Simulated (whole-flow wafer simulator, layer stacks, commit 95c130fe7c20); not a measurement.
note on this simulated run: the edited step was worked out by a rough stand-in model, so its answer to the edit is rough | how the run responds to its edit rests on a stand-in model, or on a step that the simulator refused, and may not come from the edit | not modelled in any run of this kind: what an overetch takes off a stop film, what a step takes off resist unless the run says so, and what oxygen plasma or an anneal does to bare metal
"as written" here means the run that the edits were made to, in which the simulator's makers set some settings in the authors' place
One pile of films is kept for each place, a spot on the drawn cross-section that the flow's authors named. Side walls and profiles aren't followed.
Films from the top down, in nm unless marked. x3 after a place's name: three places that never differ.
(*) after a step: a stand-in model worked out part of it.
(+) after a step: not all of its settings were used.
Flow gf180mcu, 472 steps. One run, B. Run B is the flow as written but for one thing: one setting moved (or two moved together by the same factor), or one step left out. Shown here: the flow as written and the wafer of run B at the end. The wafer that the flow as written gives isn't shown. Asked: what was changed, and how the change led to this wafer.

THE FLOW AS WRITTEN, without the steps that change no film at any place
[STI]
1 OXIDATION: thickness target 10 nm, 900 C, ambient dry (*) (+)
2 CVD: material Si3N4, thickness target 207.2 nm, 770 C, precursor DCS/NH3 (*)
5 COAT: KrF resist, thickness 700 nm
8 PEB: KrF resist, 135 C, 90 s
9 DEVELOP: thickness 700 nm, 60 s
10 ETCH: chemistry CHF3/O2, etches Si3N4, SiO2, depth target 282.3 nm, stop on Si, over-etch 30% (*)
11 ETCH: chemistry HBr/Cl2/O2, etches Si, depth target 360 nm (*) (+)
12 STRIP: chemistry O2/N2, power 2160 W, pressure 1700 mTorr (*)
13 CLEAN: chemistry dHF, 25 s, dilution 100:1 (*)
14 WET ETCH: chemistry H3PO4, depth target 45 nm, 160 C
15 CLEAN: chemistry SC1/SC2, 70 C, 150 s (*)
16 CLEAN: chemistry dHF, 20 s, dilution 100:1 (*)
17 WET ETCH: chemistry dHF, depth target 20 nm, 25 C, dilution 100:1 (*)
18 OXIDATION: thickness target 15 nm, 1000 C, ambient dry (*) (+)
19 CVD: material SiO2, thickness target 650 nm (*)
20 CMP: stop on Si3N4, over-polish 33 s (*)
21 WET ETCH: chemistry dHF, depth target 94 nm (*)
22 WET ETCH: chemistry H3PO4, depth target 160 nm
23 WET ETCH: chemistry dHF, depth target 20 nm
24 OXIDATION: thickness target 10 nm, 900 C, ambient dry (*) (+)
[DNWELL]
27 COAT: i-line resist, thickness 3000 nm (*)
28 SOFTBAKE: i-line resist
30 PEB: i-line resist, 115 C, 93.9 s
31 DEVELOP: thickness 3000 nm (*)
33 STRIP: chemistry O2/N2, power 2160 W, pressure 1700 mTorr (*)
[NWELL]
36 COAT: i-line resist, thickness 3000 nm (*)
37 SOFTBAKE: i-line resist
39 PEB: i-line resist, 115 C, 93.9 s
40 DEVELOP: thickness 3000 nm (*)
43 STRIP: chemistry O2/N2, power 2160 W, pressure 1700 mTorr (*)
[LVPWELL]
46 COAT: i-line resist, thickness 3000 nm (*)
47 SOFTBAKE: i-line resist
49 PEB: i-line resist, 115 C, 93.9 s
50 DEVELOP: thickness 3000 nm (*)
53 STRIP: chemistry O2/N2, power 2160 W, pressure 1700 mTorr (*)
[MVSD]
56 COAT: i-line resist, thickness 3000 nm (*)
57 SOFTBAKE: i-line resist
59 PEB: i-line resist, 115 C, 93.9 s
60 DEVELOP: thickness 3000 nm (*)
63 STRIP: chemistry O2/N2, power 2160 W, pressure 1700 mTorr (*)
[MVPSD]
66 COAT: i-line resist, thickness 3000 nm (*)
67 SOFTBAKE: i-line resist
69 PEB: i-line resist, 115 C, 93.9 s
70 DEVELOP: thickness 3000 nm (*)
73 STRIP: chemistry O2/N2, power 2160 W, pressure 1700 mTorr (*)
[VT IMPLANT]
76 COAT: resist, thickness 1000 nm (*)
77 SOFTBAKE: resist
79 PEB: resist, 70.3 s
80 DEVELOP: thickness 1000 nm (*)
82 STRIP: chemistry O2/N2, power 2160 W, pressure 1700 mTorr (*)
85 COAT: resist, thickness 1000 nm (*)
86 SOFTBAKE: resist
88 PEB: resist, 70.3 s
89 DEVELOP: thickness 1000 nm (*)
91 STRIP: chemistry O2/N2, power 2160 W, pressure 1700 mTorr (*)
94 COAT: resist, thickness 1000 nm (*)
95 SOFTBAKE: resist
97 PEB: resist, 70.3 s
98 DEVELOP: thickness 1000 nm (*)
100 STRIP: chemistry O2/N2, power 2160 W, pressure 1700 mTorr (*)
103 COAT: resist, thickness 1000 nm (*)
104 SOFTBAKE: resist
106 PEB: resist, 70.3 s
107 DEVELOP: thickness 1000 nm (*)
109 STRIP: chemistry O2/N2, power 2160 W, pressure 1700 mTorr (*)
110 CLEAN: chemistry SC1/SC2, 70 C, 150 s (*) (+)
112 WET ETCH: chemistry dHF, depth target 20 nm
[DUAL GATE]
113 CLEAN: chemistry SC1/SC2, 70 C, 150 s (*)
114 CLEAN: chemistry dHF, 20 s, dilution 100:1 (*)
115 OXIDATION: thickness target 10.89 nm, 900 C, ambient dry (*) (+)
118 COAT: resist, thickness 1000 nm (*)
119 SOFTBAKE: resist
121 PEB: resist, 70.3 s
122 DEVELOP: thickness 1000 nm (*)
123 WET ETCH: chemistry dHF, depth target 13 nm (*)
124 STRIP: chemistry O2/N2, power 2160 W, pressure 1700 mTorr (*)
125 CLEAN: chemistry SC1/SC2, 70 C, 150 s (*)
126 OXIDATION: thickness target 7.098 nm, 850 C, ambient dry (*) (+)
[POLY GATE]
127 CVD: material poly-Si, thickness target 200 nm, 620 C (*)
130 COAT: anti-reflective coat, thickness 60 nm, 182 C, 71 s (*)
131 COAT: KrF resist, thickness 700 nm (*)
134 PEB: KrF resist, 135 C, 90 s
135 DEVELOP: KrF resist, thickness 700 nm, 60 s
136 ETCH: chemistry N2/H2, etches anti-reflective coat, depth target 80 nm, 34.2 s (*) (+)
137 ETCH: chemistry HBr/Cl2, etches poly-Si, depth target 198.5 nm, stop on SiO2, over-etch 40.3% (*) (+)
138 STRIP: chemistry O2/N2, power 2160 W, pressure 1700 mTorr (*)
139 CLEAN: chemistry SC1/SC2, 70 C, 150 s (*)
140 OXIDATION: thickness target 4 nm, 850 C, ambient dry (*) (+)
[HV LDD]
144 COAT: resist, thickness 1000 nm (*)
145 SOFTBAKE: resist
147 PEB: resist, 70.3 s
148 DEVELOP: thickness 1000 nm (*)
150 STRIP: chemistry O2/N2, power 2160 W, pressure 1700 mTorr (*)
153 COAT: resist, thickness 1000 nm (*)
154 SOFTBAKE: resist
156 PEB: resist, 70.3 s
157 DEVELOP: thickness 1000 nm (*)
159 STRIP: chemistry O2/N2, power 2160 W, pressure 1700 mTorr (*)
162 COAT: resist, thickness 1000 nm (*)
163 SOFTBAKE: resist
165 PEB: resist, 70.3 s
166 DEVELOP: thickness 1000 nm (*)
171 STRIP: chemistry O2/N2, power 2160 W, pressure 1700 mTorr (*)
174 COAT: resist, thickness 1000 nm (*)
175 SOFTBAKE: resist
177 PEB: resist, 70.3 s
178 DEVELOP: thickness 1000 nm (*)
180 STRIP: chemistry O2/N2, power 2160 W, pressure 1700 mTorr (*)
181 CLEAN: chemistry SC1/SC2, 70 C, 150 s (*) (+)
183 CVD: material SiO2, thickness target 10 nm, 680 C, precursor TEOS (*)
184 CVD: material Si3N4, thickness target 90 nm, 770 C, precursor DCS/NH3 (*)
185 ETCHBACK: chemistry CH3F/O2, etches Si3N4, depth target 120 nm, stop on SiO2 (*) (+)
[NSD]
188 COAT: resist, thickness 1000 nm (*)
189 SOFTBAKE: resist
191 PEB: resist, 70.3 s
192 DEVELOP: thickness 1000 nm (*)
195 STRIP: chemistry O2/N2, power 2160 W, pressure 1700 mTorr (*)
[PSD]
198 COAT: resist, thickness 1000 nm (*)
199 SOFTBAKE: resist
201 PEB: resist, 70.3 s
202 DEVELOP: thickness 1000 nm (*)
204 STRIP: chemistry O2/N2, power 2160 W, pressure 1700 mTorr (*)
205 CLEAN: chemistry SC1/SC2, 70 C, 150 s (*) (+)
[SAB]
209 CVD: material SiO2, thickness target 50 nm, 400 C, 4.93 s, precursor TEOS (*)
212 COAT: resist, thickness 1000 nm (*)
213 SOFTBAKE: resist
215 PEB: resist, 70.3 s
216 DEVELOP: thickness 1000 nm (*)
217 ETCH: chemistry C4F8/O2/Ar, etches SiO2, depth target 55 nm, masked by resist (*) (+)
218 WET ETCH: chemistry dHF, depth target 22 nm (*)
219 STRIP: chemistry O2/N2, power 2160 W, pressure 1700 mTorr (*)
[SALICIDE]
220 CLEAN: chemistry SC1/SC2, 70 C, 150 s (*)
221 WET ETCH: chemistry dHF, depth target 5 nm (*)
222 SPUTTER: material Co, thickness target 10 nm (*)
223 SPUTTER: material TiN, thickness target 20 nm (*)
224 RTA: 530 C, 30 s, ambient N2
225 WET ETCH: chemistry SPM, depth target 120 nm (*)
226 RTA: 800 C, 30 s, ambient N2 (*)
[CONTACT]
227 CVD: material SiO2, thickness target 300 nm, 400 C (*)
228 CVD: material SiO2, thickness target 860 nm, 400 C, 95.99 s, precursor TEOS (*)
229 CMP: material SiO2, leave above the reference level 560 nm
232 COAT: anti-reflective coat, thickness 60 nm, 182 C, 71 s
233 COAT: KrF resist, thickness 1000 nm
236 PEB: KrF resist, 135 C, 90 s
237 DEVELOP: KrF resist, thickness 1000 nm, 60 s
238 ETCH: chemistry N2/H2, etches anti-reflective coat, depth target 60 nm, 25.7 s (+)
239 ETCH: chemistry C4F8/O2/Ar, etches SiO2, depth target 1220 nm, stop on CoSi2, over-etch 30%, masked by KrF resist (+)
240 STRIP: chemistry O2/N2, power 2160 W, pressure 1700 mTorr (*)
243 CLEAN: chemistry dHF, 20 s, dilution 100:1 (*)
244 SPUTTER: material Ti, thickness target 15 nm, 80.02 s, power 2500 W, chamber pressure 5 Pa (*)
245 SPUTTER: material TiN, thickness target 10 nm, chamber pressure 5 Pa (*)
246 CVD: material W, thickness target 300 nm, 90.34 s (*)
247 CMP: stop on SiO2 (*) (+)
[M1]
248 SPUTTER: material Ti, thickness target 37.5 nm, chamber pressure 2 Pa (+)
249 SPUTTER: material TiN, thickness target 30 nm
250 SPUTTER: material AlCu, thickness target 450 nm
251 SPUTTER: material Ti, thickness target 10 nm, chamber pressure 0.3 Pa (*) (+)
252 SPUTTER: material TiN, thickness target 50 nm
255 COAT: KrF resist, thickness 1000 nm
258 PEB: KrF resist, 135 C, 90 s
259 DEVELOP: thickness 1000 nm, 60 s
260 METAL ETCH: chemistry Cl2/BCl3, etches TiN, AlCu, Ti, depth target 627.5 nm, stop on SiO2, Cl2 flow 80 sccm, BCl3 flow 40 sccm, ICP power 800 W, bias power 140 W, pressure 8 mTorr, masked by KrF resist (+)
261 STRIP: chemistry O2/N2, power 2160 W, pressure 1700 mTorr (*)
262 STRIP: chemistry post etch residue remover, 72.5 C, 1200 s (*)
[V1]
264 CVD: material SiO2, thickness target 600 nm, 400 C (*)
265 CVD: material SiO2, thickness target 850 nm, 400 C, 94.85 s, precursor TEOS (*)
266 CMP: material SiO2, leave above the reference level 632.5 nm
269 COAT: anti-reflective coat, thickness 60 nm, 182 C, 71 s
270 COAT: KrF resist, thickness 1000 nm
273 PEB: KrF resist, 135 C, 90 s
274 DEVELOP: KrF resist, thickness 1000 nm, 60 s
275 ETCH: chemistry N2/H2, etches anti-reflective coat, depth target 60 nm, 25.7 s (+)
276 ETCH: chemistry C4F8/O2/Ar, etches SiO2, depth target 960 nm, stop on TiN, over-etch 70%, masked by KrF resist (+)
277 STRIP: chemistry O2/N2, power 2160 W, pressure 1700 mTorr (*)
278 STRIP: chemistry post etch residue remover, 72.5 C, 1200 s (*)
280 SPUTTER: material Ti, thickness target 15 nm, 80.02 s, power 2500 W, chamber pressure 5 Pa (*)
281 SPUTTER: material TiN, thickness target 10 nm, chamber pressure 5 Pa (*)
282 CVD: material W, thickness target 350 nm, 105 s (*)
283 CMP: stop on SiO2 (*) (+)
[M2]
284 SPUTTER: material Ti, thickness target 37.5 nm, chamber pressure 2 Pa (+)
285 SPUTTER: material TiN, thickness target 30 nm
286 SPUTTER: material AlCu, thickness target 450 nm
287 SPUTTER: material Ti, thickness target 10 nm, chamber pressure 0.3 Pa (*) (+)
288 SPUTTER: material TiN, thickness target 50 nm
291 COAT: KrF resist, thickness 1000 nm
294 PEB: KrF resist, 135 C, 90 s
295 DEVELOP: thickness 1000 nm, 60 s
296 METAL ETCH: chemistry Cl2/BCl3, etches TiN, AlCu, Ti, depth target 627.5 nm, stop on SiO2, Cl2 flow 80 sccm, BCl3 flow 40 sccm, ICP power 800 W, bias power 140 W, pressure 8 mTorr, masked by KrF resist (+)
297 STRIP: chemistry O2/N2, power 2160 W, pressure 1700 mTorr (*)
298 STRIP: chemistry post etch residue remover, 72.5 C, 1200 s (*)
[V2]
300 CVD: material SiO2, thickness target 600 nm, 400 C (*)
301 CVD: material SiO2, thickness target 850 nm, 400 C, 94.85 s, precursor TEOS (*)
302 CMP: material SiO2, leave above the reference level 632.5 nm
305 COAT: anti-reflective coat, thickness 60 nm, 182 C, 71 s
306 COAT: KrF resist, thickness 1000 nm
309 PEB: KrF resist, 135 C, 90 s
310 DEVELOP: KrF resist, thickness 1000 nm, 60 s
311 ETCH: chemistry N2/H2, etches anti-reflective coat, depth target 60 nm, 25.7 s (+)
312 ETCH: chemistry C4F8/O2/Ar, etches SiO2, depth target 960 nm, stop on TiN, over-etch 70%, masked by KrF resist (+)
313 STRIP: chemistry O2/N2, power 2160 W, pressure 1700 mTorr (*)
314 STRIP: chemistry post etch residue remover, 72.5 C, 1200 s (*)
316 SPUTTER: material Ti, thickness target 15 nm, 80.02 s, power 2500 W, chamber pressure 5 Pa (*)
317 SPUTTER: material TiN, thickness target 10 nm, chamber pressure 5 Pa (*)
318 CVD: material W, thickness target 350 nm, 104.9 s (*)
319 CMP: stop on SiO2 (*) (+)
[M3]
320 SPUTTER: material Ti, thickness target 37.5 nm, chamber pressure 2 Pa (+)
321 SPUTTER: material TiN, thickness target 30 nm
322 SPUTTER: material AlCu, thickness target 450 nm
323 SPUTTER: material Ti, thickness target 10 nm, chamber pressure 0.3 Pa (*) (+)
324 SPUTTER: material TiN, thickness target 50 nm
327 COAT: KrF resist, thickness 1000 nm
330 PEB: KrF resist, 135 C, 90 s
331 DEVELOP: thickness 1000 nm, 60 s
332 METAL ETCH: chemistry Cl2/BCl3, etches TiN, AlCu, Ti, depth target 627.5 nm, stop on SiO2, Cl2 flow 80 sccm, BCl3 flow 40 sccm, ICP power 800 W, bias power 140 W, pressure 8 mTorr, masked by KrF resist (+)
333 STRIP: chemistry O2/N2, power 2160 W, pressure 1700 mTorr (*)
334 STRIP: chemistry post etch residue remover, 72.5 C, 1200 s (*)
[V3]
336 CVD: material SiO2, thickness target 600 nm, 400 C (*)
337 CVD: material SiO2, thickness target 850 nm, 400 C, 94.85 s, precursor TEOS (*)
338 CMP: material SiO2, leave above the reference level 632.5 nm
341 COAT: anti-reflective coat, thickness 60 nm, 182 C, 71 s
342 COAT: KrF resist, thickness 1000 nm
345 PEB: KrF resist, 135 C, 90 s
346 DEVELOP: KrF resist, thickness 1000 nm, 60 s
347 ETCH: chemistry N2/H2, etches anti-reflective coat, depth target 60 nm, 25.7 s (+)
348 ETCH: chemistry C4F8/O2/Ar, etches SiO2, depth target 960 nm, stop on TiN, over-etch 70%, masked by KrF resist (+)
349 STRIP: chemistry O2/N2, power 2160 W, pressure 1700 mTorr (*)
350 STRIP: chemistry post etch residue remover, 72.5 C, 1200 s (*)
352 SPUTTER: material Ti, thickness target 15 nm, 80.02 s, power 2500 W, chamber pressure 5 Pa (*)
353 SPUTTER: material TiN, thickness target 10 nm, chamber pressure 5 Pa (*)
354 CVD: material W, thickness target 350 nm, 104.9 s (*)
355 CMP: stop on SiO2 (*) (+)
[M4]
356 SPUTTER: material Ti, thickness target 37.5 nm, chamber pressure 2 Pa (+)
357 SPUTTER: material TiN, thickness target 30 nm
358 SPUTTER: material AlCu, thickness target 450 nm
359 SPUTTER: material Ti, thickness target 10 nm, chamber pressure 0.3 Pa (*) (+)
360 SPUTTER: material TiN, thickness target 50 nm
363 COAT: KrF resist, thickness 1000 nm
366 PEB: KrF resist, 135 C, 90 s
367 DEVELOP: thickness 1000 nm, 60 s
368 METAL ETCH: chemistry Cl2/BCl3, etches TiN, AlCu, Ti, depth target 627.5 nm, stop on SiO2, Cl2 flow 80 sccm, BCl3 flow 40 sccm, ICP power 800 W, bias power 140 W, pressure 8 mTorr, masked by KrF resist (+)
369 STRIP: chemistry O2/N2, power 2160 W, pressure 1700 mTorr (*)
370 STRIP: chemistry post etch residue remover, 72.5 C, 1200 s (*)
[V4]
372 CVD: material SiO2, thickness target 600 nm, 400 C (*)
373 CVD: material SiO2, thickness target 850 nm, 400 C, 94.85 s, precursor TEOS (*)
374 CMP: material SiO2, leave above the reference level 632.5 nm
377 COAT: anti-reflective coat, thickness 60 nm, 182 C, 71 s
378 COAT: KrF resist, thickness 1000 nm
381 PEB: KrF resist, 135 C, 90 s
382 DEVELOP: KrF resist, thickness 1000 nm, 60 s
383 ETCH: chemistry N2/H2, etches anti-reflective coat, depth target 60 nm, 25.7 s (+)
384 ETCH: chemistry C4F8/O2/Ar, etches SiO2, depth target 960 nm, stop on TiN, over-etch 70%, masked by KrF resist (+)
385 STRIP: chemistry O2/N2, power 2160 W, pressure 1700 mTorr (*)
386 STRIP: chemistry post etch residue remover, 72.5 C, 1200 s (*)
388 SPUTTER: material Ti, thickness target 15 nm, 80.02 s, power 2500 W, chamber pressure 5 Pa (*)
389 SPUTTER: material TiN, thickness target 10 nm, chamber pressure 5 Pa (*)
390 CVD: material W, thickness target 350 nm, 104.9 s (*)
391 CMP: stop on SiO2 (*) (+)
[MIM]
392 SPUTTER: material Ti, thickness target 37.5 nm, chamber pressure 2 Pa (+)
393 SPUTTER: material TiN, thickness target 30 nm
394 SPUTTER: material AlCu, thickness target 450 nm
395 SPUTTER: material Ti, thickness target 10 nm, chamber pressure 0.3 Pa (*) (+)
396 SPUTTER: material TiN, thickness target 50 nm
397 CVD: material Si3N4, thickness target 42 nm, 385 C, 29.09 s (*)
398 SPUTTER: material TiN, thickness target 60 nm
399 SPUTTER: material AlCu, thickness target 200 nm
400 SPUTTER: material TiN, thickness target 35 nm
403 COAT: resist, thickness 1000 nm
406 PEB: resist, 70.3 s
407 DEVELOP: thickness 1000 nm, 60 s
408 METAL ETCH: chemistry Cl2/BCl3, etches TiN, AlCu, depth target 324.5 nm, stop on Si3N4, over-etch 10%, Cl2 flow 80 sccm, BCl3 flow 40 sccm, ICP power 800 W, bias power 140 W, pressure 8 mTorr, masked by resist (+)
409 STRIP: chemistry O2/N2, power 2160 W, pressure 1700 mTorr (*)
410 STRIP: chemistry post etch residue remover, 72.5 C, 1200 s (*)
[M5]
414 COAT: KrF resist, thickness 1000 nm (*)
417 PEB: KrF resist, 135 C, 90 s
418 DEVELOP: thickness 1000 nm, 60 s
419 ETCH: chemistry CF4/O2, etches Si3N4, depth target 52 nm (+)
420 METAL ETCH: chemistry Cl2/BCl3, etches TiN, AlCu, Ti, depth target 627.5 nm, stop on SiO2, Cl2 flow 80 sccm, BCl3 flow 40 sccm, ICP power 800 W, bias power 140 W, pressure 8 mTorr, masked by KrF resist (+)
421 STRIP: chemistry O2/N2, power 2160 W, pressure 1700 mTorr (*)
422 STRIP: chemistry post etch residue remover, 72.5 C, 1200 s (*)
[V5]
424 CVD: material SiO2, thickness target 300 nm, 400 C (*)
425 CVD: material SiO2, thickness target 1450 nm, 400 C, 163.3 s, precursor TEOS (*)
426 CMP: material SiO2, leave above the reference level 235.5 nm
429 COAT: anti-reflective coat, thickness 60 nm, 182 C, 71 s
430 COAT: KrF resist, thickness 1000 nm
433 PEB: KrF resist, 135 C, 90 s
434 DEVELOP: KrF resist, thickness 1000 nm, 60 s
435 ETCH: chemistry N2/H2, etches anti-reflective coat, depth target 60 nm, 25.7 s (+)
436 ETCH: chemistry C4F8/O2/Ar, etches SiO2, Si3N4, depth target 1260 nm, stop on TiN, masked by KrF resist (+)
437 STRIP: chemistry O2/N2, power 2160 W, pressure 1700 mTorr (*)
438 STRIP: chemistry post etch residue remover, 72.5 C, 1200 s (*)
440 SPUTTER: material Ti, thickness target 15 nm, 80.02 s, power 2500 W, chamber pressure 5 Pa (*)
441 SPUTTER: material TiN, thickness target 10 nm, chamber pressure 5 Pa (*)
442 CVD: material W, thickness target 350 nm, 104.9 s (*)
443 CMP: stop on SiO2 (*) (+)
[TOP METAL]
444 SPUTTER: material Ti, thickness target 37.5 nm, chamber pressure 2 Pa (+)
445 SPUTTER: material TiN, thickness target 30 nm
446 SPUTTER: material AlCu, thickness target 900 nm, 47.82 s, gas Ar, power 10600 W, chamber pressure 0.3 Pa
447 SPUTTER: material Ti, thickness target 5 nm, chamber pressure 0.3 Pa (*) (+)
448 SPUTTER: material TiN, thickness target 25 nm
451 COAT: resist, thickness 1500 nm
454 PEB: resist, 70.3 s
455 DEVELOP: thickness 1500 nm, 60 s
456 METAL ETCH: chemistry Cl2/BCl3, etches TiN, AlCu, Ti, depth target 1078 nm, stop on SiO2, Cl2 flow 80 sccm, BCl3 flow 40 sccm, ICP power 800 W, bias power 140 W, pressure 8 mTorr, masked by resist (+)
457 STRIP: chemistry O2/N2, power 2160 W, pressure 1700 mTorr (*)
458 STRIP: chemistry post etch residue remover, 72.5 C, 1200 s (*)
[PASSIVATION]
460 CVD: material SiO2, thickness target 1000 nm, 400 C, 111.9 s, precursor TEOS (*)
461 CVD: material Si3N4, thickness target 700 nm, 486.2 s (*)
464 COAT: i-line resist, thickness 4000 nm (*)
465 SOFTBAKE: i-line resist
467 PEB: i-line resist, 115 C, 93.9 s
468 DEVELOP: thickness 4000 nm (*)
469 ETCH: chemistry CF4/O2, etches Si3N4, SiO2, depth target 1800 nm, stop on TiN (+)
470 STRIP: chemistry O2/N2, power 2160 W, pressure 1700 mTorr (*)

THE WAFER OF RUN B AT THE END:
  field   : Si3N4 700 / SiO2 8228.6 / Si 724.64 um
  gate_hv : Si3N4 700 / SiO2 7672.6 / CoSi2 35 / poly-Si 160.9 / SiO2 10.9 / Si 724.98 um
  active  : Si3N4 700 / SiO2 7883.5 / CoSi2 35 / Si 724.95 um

The cause: step 126, OXIDATION: thickness target 3.017 nm was run, where the flow has thickness target 7.098 nm.

How the change led to this, step by step:
  126 OXIDATION: thickness target 7.098 nm, 850 C, ambient dry (*) (+)
      field_sub__w1, field_sub__w3, field_sub__w4 and 7 more: nothing (as written it would be: SiO2 +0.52, Si -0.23)
      field, field__w3, field__w12, mim, npoly_sal, sti_nw: nothing (as written it would be: SiO2 +0.55, Si -0.24)
      (and at 54 more places)
  130 COAT: anti-reflective coat, thickness 60 nm, 182 C, 71 s (*)
      p_well, spacer, sd_n: anti-reflective coat +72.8 (new film) (as written it would be: anti-reflective coat +70.9 (new film))
      field_sub__w1: anti-reflective coat +45.8 (new film) (as written it would be: anti-reflective coat +46.8 (new film))
      (and at 4 more places)
  136 ETCH: chemistry N2/H2, etches anti-reflective coat, depth target 80 nm, 34.2 s (*) (+)
      p_well, spacer, sd_n: anti-reflective coat -72.8 (all of it), poly-Si -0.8 (as written it would be: anti-reflective coat -70.9 (all of it), poly-Si -0.85)
      field_sub__w1: anti-reflective coat -45.8 (all of it), poly-Si -1.49 (as written it would be: anti-reflective coat -46.8 (all of it), poly-Si -1.47)
      (and at 3 more places)
  138 STRIP: chemistry O2/N2, power 2160 W, pressure 1700 mTorr (*)
      ld_fp_p: chemical SiO2 +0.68 (new film), KrF resist -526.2 (all of it), anti-reflective coat -46.8 (all of it), poly-Si -0.3 (as written it would be: chemical SiO2 +0.68 (new film), KrF resist -526.2 (all of it), anti-reflective coat -47.8 (all of it), poly-Si -0.3)
  140 OXIDATION: thickness target 4 nm, 850 C, ambient dry (*) (+)
      active, n_well, p_well and 10 more: SiO2 +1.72, Si -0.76 (as written it would be: SiO2 +1.17, Si -0.51)
  145 SOFTBAKE: resist
      active_nat: resist +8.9 (as written it would be: resist +4.68)
  154 SOFTBAKE: resist
      active_nat: resist +8.9 (as written it would be: resist +4.68)
  163 SOFTBAKE: resist
      active_nat: resist +8.9 (as written it would be: resist +4.68)
  175 SOFTBAKE: resist
      active_nat: resist +8.9 (as written it would be: resist +4.68)
  189 SOFTBAKE: resist
      field__w9: resist -3.07 (as written it would be: resist +6.92)
      active_hv: resist -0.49 (as written it would be: resist +2.68)
      (and at 1 more place)
  199 SOFTBAKE: resist
      field__w9: resist -3.07 (as written it would be: resist +6.92)
      active_hv: resist -0.49 (as written it would be: resist +2.68)
      (and at 1 more place)
  218 WET ETCH: chemistry dHF, depth target 22 nm (*)
      active, p_well, sd_n, iso_ptap_pw, iso_ntap_nw, iso_ptap_sub, vpnp_e: SiO2 -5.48 (all of it) (as written it would be: SiO2 -9.01 (all of it))
      ldn_tap, ldn_src, ldn_drn, ldp_tap, ldp_src, ldp_drn, ldp_gr: SiO2 -12.8 (all of it) (as written it would be: SiO2 -16 (all of it))
      (and at 9 more places)
  223 SPUTTER: material TiN, thickness target 20 nm (*)
      field__w12: TiN +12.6 (new film) (as written it would be: TiN +12 (new film))
  225 WET ETCH: chemistry SPM, depth target 120 nm (*)
      field__w12: TiN -12.6 (all of it), Co -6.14 (all of it) (as written it would be: TiN -12 (all of it), Co -6.15 (all of it))
